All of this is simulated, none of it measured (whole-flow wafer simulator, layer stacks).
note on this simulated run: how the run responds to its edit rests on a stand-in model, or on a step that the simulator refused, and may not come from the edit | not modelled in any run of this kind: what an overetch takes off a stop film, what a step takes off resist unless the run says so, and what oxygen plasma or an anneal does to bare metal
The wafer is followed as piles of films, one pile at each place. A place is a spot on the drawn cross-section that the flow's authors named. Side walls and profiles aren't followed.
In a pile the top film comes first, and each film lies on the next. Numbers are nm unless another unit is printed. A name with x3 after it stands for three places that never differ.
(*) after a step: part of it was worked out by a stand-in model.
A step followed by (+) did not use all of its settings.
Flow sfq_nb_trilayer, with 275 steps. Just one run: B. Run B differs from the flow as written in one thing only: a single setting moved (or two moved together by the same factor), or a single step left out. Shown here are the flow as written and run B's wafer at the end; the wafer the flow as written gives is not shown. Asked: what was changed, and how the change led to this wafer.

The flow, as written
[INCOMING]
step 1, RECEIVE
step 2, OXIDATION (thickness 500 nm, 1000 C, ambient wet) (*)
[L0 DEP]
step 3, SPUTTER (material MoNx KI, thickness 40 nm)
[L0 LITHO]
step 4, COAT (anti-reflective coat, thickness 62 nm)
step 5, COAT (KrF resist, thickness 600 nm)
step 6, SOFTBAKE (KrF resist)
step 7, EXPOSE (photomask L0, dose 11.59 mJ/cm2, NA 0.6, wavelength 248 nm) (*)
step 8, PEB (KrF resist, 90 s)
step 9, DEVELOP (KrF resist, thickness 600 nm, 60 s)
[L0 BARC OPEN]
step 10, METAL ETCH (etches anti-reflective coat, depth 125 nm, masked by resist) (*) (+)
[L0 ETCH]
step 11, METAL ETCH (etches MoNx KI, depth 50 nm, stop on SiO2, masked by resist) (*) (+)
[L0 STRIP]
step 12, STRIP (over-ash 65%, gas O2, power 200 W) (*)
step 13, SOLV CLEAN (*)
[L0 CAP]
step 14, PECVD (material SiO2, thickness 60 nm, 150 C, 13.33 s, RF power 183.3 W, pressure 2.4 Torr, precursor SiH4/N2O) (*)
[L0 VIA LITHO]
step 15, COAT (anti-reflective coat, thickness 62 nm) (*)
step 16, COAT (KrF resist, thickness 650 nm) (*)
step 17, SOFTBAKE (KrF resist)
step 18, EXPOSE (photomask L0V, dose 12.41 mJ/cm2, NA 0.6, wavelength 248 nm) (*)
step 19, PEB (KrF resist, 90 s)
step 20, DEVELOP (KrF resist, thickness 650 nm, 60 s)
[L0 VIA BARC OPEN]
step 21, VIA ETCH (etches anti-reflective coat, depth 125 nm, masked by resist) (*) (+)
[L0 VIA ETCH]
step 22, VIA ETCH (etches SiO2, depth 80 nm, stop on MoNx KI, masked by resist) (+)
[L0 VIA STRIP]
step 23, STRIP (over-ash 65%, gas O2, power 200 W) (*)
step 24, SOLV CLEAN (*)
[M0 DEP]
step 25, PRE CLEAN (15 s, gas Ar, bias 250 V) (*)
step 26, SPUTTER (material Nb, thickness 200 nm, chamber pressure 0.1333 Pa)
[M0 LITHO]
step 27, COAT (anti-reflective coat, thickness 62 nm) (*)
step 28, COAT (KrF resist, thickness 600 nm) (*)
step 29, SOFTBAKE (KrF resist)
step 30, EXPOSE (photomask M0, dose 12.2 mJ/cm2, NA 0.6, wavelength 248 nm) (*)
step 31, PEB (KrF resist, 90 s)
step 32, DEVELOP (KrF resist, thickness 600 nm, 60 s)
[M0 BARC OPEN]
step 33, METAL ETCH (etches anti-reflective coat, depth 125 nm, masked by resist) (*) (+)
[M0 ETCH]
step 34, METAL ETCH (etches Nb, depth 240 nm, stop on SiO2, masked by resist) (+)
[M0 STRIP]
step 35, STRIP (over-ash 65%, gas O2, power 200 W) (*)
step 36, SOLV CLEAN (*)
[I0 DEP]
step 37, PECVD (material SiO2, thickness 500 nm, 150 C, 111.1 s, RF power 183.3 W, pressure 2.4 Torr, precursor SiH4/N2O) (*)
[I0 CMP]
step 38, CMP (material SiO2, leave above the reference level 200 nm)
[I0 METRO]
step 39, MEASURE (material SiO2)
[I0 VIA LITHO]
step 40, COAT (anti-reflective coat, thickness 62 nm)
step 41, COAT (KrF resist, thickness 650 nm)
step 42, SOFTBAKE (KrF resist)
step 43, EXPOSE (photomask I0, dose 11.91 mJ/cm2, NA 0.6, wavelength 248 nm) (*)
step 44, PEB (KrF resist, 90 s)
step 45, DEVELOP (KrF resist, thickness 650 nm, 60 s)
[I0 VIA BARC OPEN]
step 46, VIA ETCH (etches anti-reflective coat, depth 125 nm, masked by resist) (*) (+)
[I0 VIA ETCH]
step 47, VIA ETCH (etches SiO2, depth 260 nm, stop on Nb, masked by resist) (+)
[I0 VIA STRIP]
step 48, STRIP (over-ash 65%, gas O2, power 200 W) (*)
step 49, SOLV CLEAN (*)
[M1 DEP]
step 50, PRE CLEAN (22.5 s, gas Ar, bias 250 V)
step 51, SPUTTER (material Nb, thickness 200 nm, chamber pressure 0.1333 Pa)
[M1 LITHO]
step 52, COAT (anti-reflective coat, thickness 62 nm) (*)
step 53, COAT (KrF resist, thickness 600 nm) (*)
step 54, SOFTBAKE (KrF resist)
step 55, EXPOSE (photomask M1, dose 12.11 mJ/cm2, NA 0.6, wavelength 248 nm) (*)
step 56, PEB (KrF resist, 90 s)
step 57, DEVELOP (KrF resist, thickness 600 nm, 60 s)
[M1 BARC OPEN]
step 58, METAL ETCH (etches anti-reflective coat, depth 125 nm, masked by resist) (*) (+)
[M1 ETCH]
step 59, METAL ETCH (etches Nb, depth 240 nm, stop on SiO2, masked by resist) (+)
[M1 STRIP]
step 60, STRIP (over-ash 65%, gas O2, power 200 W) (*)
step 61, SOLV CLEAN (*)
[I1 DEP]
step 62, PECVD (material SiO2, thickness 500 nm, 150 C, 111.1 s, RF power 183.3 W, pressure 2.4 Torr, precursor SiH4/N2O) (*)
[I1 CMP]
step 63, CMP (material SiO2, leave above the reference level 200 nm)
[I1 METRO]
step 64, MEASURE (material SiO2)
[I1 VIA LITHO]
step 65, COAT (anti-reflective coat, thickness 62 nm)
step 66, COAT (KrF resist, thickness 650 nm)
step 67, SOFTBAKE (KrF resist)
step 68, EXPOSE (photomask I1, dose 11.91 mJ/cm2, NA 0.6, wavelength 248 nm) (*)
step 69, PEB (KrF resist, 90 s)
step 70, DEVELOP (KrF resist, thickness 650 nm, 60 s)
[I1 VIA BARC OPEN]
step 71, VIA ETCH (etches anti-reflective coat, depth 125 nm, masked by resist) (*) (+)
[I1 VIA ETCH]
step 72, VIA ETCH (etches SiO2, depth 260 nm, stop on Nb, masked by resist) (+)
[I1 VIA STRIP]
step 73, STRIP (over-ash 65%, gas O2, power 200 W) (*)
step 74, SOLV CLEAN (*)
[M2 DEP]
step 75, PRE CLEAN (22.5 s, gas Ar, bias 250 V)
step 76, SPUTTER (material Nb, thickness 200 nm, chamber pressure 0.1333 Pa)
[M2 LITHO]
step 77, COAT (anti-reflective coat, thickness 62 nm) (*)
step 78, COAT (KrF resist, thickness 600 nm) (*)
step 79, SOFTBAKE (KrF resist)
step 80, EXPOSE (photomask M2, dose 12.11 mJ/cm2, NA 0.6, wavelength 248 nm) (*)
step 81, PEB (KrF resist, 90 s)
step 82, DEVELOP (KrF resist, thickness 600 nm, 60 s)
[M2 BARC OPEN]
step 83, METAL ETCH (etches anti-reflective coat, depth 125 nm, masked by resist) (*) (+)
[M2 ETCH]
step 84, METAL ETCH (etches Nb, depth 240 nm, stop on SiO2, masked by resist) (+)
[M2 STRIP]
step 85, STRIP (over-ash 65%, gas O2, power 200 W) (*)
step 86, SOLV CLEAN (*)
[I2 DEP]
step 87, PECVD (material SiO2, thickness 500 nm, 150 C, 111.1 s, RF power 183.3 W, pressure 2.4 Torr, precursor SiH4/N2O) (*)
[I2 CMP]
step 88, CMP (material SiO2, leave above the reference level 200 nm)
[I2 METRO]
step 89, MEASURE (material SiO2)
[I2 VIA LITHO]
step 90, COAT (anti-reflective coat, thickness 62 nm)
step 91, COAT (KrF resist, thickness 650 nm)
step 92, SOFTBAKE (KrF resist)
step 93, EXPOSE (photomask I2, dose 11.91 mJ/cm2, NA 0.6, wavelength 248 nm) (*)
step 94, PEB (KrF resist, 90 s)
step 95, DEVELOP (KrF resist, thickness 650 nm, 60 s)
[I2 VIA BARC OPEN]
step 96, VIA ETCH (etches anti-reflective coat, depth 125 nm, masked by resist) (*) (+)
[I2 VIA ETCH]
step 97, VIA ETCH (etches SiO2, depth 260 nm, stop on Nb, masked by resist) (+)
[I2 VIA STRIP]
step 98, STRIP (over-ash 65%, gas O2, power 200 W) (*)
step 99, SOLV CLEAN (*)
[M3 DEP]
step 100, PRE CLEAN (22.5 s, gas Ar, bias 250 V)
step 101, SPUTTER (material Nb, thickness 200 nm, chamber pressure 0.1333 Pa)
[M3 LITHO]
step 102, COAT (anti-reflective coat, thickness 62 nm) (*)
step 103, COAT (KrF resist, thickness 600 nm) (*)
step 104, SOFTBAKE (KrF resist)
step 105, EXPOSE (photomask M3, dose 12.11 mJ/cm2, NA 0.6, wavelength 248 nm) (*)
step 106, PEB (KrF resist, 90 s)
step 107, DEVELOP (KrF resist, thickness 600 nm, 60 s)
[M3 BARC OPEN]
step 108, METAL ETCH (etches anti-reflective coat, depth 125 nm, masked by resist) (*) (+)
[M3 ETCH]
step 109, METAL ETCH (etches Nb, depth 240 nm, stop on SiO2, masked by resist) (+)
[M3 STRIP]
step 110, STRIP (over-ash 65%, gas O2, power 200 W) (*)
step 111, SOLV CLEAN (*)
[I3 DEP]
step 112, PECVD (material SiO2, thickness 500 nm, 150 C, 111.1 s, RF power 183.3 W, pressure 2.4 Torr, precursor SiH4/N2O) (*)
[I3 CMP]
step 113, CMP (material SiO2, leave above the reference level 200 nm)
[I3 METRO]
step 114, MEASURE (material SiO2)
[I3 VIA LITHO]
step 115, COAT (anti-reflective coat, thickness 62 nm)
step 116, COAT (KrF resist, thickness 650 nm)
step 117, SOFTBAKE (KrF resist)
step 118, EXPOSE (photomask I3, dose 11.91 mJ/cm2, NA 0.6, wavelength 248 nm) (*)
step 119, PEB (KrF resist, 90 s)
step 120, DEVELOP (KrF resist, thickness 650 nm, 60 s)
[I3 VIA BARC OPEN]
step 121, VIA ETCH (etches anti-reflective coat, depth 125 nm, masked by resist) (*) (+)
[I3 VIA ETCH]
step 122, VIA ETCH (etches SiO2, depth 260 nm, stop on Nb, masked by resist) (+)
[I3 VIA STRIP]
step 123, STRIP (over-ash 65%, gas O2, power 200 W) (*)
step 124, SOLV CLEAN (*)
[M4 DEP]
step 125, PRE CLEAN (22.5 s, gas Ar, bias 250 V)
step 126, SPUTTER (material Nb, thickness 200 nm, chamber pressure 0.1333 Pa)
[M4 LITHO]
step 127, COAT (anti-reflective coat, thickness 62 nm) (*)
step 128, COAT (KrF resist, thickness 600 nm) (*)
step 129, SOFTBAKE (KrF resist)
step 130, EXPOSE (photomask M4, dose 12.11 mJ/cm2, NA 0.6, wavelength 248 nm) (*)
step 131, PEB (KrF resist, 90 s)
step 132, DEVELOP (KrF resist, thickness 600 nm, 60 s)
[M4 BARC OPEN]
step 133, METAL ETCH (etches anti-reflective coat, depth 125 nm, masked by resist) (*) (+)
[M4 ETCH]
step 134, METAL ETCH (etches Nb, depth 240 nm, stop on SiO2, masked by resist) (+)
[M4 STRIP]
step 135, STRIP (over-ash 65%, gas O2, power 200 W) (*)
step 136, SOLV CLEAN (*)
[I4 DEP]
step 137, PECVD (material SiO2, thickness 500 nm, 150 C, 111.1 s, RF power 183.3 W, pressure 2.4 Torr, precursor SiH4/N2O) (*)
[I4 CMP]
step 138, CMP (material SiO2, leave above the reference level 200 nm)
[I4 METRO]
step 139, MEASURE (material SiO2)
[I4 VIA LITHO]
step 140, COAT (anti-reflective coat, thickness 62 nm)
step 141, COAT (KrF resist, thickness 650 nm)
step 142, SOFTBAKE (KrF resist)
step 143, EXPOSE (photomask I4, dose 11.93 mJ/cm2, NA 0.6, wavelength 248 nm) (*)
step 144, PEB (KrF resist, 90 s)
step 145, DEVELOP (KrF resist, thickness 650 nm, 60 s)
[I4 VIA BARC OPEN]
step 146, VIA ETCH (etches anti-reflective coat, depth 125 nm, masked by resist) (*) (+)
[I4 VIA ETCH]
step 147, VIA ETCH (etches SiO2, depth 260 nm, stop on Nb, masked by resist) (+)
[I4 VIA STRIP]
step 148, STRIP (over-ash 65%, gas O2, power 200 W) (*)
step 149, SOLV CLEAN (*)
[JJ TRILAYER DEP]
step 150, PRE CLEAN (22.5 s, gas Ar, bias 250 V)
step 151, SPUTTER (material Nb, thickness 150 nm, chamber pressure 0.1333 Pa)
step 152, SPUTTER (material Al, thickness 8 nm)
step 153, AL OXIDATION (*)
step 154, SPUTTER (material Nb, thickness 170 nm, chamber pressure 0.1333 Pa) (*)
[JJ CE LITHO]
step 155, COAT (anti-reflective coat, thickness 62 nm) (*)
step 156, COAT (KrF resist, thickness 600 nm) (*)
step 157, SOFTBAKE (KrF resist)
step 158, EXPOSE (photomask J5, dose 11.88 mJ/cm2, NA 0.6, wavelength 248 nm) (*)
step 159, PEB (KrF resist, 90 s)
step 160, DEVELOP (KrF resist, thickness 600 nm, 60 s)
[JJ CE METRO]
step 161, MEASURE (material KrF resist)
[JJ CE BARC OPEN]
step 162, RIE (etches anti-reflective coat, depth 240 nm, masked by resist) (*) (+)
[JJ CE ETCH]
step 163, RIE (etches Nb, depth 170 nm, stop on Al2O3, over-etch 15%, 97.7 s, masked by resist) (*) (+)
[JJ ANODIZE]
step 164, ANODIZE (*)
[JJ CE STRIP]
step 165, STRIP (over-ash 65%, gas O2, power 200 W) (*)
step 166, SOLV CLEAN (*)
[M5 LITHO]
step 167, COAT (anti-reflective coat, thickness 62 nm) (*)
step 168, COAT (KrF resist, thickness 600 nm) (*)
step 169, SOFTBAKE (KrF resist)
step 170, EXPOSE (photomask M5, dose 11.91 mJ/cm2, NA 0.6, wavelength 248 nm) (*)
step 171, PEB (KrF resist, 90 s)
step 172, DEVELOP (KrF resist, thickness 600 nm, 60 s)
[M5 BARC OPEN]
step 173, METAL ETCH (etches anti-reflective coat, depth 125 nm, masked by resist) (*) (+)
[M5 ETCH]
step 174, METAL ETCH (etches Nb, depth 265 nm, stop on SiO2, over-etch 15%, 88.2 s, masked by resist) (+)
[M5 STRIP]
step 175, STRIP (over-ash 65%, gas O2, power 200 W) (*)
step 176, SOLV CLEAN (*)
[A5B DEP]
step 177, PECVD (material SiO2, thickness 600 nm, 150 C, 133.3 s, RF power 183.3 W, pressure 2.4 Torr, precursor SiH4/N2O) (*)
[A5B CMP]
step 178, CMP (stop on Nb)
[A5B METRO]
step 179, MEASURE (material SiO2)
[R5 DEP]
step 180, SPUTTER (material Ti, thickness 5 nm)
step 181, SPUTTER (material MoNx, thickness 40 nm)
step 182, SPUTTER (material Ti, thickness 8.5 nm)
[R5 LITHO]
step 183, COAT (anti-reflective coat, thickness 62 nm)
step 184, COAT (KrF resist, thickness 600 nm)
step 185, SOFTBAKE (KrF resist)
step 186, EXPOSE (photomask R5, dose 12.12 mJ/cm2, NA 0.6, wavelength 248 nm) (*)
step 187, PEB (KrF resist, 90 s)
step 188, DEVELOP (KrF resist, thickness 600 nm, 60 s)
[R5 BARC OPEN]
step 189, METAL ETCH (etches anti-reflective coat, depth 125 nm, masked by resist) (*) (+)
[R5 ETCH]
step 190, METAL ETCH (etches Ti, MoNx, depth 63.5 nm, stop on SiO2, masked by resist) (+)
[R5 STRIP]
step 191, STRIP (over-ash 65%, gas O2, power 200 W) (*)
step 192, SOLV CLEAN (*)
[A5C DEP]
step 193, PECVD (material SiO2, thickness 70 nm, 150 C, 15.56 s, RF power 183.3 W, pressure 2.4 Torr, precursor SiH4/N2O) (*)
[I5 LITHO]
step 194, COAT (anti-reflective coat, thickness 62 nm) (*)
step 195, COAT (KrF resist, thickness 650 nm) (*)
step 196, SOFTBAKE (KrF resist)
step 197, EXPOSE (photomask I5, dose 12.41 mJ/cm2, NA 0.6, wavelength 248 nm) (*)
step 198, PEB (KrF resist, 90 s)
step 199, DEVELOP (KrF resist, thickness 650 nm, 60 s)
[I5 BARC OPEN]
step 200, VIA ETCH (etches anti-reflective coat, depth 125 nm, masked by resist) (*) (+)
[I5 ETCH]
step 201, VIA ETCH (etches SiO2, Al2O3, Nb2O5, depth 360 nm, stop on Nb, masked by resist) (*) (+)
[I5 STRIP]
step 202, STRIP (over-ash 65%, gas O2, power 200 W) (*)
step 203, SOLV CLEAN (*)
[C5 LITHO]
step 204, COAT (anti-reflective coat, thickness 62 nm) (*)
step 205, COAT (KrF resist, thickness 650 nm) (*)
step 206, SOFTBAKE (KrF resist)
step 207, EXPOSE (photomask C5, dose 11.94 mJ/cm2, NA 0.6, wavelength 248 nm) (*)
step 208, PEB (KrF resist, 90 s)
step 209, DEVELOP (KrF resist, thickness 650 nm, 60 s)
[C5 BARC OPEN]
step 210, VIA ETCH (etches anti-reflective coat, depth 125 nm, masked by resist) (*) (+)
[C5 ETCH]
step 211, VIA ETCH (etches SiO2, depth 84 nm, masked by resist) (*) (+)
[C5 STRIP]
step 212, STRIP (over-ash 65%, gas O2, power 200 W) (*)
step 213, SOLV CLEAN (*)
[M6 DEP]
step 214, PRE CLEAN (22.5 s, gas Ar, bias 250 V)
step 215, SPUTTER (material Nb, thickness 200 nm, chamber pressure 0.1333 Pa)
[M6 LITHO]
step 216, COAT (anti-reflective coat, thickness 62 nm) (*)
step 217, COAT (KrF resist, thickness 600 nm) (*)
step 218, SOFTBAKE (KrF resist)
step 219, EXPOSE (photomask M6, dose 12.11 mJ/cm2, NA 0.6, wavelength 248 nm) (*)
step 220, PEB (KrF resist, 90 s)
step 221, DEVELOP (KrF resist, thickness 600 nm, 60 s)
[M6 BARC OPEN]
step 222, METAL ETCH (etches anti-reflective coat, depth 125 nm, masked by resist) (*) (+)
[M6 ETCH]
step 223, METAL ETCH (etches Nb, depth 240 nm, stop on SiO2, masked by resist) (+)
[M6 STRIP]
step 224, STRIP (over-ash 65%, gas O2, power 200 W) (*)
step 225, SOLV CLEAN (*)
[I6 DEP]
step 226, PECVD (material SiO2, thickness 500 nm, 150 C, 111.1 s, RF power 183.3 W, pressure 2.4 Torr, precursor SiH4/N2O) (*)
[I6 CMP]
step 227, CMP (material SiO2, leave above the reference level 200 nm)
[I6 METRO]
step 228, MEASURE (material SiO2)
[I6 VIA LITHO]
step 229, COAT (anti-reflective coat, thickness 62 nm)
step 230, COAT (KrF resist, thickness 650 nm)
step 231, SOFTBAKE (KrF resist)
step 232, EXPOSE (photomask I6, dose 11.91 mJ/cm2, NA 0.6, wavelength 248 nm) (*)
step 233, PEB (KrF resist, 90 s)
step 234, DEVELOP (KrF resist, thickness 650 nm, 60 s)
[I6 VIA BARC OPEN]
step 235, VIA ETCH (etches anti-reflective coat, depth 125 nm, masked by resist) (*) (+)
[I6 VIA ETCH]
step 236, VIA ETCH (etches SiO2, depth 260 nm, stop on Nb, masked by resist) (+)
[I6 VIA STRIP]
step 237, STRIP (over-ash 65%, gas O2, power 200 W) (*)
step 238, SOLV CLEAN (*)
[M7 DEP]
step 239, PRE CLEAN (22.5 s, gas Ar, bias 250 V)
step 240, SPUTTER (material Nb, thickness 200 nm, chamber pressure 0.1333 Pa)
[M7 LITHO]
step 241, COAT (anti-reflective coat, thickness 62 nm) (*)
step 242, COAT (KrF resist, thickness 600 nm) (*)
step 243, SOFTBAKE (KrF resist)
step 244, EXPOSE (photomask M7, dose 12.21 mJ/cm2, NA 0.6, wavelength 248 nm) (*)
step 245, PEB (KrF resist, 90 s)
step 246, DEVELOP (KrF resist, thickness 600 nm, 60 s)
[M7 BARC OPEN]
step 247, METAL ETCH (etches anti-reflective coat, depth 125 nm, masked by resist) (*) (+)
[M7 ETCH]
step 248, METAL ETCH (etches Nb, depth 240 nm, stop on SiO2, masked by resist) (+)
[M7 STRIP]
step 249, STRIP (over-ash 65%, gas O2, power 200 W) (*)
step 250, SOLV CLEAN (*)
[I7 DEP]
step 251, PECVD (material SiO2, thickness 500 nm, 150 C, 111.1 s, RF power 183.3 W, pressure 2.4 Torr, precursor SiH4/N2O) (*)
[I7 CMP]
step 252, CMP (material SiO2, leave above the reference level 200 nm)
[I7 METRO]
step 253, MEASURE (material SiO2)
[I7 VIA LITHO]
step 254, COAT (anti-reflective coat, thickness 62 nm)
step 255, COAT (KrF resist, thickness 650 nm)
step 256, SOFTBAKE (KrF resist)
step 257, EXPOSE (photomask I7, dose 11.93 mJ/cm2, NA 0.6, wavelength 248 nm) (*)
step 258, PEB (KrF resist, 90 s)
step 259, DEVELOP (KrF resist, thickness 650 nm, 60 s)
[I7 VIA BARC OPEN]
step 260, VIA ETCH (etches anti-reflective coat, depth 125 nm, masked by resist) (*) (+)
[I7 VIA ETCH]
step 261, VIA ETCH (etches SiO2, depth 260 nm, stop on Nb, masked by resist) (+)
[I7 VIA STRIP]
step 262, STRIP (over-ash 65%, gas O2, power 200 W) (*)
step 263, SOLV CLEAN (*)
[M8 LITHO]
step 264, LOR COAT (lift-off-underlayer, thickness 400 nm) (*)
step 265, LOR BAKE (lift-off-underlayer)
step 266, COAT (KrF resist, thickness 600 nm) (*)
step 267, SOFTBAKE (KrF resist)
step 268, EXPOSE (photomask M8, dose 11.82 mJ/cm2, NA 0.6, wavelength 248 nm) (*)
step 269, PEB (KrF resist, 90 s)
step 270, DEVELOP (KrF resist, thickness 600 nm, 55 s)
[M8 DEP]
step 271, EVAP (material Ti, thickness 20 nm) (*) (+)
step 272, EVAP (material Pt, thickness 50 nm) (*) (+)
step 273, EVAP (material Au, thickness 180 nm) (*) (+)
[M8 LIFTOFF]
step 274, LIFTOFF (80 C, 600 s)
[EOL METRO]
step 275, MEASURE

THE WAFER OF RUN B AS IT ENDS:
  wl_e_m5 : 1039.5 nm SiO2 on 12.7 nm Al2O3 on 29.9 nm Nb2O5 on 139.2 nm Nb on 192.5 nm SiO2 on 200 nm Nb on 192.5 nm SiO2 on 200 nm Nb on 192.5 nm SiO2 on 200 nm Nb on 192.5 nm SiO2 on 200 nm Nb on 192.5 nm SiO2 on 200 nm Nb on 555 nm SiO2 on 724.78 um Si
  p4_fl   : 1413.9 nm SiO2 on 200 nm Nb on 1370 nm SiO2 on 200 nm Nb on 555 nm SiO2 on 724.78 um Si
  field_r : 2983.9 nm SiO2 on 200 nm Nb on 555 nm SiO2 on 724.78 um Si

Cause: step 215, SPUTTER: thickness 238 nm was run, though the flow has thickness 200 nm.

How this came from the change, step by step:
  step 215, SPUTTER (material Nb, thickness 200 nm, chamber pressure 0.1333 Pa)
      field_l, v_sur, via_wl and 100 more: +238 Nb (new film) (it would be, as written: +200 Nb (new film))
      be: +174.9 Nb (it would be, as written: +147.3 Nb)
      (and at 2 other places as well)
  step 216, COAT (anti-reflective coat, thickness 62 nm) (*)
      be: +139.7 anti-reflective coat (new film) (it would be, as written: +136.7 anti-reflective coat (new film))
  step 223, METAL ETCH (etches Nb, depth 240 nm, stop on SiO2, masked by resist) (+)
      field_l, gap, moat and 76 more: -238 Nb (all of it) (it would be, as written: -200 Nb (all of it))
  step 224, STRIP (over-ash 65%, gas O2, power 200 W) (*)
      be: -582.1 KrF resist (all of it), -139.7 anti-reflective coat (all of it) (it would be, as written: -575.8 KrF resist (all of it), -136.7 anti-reflective coat (all of it))
  step 226, PECVD (material SiO2, thickness 500 nm, 150 C, 111.1 s, RF power 183.3 W, pressure 2.4 Torr, precursor SiH4/N2O) (*)
      gap, wl_a_sl, m6r_space_l x2: +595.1 SiO2 (it would be, as written: +557.1 SiO2)
  step 227, CMP (material SiO2, leave above the reference level 200 nm)
      field_l, p4_fl, p4_fm and 59 more: -62 SiO2 (it would be, as written: -100 SiO2)
      moat, field_r, lsp_l, ln_m5, lsp_m: -54.4 SiO2 (it would be, as written: -93.6 SiO2)
      (and at 8 other places as well)
